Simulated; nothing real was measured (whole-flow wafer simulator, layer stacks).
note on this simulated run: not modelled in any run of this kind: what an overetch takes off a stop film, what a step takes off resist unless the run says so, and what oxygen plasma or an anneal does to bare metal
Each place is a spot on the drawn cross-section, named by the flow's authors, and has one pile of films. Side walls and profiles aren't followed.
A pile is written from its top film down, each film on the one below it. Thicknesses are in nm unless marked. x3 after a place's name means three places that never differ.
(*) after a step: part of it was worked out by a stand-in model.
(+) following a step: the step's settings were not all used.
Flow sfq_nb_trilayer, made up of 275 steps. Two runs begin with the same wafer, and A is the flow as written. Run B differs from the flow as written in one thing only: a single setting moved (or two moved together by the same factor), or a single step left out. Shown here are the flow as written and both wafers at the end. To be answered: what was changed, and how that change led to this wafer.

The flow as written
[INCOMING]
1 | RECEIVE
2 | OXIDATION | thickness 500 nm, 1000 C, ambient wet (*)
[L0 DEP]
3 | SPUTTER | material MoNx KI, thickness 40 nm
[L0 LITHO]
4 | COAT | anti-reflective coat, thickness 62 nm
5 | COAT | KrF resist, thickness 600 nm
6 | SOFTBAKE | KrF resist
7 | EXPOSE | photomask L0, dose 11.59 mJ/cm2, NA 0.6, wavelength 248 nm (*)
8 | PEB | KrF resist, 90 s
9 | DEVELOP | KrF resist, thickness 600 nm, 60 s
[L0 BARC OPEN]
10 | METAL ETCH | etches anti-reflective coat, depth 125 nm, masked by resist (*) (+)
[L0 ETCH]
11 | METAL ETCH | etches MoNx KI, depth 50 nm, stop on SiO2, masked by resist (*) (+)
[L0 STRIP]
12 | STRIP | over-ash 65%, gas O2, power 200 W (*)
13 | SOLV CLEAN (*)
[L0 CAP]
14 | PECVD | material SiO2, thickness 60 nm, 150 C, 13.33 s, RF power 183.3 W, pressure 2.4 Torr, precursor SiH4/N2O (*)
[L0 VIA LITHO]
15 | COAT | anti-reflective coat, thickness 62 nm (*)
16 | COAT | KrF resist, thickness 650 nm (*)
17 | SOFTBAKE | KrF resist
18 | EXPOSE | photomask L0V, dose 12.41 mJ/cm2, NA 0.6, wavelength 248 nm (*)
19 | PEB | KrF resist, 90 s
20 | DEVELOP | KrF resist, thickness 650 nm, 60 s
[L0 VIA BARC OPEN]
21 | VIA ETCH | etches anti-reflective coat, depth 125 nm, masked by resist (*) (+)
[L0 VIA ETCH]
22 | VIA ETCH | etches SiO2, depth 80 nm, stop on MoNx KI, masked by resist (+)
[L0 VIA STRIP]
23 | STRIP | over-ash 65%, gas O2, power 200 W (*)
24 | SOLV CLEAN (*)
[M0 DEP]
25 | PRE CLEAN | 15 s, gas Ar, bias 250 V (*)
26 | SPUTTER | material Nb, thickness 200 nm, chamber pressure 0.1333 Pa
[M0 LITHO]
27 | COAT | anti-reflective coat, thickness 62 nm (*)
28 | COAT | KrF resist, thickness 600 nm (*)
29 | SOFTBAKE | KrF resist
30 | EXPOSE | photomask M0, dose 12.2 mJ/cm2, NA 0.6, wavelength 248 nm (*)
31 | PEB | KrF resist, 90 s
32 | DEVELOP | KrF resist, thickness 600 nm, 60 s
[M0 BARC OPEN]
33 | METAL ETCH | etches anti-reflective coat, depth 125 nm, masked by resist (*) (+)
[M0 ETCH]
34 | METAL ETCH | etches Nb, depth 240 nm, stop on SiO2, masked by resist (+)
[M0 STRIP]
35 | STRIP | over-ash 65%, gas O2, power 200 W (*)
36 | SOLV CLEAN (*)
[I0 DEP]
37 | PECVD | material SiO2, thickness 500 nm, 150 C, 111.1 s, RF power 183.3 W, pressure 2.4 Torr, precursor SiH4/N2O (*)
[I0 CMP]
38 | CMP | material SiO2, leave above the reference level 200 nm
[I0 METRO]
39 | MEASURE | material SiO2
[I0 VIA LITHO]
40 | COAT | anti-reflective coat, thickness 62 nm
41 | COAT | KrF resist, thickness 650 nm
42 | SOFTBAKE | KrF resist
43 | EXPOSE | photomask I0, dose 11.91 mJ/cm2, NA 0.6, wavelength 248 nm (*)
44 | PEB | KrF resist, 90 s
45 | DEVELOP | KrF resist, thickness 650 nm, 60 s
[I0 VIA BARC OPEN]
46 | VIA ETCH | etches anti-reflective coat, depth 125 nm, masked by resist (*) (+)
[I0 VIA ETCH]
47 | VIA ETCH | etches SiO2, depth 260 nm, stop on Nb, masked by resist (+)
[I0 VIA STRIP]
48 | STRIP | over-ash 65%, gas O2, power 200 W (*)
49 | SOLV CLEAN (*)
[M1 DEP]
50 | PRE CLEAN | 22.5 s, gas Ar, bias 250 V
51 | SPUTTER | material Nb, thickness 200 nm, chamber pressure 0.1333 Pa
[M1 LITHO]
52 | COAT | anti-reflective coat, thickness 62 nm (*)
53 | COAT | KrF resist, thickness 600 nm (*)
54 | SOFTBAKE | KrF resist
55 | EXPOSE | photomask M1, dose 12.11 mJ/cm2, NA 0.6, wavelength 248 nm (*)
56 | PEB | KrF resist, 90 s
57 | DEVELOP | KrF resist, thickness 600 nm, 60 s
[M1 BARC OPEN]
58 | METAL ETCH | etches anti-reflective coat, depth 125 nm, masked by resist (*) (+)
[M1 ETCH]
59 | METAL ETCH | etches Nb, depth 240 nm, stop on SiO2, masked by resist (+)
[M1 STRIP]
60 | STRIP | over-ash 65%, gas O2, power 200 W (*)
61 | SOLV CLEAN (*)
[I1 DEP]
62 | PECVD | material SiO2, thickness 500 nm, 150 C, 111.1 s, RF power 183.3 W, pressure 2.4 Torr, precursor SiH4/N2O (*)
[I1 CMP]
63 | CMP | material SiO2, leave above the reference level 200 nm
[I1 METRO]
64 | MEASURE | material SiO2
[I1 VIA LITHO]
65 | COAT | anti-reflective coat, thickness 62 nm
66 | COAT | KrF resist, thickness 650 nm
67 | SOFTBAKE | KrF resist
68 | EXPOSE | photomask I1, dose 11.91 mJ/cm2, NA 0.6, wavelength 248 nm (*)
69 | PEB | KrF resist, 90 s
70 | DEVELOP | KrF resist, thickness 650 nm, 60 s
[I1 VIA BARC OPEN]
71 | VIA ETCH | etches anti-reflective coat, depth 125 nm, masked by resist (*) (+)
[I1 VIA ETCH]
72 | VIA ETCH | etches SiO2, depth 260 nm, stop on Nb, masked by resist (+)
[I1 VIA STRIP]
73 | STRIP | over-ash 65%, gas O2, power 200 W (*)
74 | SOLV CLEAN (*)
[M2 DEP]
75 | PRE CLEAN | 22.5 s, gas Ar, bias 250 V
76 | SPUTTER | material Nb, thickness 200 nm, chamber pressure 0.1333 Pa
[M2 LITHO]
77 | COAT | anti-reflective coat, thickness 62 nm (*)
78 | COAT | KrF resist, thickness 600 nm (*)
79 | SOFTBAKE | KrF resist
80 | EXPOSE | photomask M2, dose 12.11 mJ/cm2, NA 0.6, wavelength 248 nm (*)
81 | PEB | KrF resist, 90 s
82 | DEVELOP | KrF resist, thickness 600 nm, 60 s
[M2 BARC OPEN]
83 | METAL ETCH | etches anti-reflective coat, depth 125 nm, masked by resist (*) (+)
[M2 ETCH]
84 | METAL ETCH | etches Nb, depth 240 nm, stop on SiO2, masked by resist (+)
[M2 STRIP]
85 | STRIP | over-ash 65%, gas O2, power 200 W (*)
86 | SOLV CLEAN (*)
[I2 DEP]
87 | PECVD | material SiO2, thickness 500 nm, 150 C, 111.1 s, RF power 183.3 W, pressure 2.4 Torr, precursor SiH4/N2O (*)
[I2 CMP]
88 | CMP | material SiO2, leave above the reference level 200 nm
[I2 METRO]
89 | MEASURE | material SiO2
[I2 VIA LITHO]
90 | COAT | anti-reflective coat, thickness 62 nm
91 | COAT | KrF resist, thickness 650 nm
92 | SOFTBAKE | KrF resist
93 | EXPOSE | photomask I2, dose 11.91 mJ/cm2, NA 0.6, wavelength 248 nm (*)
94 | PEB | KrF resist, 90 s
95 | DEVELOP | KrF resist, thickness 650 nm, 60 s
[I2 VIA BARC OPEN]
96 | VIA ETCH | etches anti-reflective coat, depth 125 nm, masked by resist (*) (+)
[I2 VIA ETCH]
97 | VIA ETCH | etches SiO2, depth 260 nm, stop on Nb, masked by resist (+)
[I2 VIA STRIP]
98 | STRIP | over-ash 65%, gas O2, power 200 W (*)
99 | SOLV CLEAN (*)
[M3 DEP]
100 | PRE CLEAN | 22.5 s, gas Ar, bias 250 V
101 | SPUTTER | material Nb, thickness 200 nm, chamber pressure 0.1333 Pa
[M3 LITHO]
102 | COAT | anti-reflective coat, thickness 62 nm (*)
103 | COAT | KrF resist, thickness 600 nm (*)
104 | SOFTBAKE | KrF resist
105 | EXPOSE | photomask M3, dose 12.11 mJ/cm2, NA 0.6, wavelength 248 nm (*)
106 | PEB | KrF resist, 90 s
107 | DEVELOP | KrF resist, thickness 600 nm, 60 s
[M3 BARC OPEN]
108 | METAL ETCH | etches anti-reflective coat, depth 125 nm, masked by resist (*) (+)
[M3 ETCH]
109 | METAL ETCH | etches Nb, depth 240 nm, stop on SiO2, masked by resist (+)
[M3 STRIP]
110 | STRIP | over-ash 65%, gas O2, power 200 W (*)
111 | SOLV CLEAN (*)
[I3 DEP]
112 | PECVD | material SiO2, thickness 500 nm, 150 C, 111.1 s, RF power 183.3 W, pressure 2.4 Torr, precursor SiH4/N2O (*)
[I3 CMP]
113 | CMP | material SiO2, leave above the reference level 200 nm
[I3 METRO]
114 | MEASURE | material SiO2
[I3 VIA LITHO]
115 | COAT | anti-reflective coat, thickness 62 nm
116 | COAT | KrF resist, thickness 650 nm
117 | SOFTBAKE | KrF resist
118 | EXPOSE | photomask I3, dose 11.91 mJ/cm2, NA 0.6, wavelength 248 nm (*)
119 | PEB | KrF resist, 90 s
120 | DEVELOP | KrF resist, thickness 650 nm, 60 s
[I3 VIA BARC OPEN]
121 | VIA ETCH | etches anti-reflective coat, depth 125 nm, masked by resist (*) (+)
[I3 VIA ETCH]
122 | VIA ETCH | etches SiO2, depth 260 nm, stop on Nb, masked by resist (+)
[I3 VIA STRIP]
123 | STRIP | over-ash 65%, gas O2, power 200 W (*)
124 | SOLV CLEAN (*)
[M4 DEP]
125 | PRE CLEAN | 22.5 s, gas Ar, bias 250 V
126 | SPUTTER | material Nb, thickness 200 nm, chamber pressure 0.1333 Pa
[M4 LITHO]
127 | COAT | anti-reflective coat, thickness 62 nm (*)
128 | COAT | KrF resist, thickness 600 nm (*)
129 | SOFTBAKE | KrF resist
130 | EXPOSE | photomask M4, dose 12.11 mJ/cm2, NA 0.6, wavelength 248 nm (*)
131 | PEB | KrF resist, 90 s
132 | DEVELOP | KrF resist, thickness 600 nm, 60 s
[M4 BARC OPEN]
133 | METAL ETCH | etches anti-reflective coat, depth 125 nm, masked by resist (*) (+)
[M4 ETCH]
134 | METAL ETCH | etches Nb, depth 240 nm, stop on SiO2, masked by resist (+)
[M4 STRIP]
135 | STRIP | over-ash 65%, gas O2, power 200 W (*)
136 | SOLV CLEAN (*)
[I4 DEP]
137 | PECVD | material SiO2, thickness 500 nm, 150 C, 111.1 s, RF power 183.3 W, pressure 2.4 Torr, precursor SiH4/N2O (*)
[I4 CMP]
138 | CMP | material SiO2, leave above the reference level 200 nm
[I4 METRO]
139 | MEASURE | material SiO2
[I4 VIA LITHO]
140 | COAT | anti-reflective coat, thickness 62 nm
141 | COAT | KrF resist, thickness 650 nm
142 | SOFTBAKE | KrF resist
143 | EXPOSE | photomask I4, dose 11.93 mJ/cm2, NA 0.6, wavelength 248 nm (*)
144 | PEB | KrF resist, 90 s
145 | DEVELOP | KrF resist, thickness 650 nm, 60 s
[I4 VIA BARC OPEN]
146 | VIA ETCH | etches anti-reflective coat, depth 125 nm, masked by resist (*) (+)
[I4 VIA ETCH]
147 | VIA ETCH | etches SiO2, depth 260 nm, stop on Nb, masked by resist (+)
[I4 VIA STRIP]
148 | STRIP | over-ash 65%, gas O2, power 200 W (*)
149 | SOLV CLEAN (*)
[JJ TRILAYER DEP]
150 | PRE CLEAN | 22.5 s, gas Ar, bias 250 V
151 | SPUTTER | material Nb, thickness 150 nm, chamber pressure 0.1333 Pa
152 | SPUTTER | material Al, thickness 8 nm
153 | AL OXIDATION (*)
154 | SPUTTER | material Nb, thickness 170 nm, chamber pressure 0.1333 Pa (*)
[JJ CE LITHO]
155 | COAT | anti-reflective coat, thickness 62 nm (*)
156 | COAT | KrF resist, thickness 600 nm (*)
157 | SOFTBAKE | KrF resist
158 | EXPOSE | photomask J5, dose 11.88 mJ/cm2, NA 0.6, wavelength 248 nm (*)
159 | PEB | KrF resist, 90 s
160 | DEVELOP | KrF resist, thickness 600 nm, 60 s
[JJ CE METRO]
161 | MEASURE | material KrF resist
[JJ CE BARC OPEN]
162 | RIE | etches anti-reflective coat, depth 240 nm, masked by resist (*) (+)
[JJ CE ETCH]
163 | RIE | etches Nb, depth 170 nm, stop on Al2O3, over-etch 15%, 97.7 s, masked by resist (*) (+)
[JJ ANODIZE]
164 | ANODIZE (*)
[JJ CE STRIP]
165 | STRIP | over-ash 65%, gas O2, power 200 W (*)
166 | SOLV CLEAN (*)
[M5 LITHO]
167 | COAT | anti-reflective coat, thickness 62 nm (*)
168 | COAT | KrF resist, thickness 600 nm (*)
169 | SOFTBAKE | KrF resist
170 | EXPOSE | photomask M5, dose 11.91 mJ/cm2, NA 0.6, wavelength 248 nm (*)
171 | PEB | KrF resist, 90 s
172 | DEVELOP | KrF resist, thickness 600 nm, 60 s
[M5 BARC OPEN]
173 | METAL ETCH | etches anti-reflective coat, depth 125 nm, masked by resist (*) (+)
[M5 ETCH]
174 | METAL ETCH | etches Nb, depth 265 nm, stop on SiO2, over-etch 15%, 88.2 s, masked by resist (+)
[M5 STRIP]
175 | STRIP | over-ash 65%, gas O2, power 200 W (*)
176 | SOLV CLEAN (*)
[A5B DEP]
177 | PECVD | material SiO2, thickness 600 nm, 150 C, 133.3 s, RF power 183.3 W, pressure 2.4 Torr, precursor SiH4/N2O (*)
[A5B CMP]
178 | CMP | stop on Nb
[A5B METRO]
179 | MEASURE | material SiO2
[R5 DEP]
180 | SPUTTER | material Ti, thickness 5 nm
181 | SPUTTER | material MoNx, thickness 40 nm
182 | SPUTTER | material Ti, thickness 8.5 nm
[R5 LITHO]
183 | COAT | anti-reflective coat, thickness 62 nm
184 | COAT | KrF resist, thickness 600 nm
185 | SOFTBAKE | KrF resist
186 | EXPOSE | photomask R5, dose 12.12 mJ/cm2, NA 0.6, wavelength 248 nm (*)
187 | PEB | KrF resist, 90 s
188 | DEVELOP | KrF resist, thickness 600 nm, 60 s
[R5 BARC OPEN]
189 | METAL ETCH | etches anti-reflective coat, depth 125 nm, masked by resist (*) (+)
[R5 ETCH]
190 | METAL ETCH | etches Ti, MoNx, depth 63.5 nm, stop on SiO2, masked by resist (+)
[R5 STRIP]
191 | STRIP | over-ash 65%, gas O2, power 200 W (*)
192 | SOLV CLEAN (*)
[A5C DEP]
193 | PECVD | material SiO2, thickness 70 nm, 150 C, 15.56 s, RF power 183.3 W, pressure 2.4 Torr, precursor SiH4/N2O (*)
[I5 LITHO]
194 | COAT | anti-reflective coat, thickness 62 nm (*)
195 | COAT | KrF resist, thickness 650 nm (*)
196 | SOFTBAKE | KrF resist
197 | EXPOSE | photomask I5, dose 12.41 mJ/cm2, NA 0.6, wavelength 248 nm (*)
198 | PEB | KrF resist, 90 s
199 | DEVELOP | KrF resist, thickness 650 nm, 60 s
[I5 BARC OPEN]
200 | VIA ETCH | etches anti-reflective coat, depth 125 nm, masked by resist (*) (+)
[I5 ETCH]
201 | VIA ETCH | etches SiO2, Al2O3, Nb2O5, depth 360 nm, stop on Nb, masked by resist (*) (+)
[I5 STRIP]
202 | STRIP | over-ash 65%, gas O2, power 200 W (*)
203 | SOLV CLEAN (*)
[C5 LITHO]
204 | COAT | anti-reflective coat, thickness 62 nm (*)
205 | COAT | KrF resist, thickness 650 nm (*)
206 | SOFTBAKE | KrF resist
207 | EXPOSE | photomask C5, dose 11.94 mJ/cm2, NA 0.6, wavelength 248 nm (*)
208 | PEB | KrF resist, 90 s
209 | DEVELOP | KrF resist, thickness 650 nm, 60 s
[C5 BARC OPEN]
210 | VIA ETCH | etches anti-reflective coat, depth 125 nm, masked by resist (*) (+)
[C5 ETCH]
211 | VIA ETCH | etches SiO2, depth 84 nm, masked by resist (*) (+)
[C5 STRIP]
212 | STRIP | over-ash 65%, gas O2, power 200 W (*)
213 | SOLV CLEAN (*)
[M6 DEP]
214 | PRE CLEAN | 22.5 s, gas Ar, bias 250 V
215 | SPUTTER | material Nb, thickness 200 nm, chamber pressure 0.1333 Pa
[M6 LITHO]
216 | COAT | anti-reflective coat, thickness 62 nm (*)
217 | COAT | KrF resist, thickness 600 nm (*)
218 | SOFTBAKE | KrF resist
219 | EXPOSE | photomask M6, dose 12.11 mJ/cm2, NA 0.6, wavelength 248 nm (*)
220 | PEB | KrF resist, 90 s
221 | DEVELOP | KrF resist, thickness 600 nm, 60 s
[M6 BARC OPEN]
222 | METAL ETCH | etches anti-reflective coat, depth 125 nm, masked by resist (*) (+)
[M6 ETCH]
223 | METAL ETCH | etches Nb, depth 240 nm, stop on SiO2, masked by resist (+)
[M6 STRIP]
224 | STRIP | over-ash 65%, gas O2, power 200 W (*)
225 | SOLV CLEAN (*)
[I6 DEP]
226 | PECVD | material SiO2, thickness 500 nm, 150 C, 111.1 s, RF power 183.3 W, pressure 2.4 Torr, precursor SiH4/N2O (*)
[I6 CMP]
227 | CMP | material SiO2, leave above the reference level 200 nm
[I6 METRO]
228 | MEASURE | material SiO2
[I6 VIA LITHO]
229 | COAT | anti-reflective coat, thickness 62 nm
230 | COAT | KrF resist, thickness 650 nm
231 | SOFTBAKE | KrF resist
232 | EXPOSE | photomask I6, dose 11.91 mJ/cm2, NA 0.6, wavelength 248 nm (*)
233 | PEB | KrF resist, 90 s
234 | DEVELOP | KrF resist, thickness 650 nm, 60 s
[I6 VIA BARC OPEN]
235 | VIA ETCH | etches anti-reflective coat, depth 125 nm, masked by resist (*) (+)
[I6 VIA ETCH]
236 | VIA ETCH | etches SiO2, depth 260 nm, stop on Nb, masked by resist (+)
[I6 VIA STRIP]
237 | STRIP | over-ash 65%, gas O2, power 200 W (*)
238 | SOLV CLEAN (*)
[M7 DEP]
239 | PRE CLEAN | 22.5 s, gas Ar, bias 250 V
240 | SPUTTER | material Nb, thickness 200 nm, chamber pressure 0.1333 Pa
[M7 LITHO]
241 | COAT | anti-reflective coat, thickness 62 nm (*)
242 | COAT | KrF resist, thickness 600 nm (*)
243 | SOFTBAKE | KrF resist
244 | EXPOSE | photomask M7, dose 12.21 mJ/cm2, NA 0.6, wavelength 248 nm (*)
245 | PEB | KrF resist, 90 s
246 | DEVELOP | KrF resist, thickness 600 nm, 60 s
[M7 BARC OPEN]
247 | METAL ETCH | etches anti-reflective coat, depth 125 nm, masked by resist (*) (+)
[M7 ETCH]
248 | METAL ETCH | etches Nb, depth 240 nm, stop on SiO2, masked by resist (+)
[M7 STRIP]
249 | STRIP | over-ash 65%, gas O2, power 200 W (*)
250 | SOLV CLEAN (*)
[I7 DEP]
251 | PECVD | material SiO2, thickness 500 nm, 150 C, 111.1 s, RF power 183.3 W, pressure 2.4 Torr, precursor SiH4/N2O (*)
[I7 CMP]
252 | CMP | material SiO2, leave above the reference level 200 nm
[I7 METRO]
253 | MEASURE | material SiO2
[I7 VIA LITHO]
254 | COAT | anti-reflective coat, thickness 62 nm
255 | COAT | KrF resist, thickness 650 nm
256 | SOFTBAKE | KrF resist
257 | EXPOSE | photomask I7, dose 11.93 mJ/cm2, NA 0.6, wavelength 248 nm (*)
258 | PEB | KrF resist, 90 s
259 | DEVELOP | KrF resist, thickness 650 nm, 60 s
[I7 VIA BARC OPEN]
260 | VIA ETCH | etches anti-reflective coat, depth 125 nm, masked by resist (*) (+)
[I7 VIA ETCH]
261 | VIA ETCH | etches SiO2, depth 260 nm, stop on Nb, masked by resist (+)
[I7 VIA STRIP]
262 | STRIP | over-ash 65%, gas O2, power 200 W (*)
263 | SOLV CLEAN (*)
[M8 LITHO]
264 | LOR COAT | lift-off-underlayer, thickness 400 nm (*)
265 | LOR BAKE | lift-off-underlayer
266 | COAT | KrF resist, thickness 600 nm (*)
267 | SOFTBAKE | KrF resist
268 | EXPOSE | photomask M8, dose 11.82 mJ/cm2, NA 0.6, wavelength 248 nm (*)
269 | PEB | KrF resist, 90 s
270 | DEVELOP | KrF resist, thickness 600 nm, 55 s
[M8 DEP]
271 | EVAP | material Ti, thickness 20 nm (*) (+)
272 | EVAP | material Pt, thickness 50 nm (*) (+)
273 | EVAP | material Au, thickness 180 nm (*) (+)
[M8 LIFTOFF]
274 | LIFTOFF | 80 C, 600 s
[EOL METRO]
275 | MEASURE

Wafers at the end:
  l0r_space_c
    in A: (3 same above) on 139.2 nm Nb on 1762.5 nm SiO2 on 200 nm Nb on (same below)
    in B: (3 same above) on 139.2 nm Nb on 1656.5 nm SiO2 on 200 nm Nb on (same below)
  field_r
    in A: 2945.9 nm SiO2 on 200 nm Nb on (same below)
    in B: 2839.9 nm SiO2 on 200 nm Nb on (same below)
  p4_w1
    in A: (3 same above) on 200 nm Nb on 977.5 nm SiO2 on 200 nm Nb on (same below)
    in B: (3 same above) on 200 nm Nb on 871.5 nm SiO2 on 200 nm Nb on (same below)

What caused this: step 88, CMP: leave above the reference level 94 nm was run, though the flow has leave above the reference level 200 nm.

The path from the change to this, step by step:
  88 | CMP | material SiO2, leave above the reference level 200 nm
      field_l, be, be_sur and 81 more: A -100 SiO2 | B -206 SiO2
      v_sur, via_wl, via_w and 18 more: A -300 SiO2 | B -406 SiO2
      (and at 1 other place as well)
  97 | VIA ETCH | etches SiO2, depth 260 nm, stop on Nb, masked by resist (+)
      field_l, v_sur, via_wl and 102 more: A -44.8 KrF resist | B -24.3 KrF resist
      via_w: A -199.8 SiO2 (all of it) | B -93.8 SiO2 (all of it)
  98 | STRIP | over-ash 65%, gas O2, power 200 W (*)
      field_l, v_sur, via_wl and 102 more: A -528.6 KrF resist (all of it), -62 anti-reflective coat (all of it) | B -549.2 KrF resist (all of it), -62 anti-reflective coat (all of it)
  101 | SPUTTER | material Nb, thickness 200 nm, chamber pressure 0.1333 Pa
      via_w: A +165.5 Nb | B +189.3 Nb
  102 | COAT | anti-reflective coat, thickness 62 nm (*)
      via_wl, via_wr: A +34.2 anti-reflective coat (new film) | B +36.2 anti-reflective coat (new film)
      v_sur: A +61.1 anti-reflective coat (new film) | B +57.5 anti-reflective coat (new film)
      (and at 2 other places as well)
  103 | COAT | KrF resist, thickness 600 nm (*)
      v_sur: A +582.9 KrF resist (new film) | B +595.1 KrF resist (new film)
      via_w: A +737.9 KrF resist (new film) | B +647.9 KrF resist (new film)
  110 | STRIP | over-ash 65%, gas O2, power 200 W (*)
      v_sur: A -365.3 KrF resist (all of it), -61.1 anti-reflective coat (all of it) | B -377.5 KrF resist (all of it), -57.5 anti-reflective coat (all of it)
      via_wl: A -384.2 KrF resist (all of it), -34.2 anti-reflective coat (all of it) | B -395.1 KrF resist (all of it), -36.2 anti-reflective coat (all of it)
      (and at 3 other places as well)
  112 | PECVD | material SiO2, thickness 500 nm, 150 C, 111.1 s, RF power 183.3 W, pressure 2.4 Torr, precursor SiH4/N2O (*)
      via_w: A +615 SiO2 (new film) | B +500 SiO2 (new film)
  113 | CMP | material SiO2, leave above the reference level 200 nm
      via_w: A -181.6 SiO2 | B -196.3 SiO2
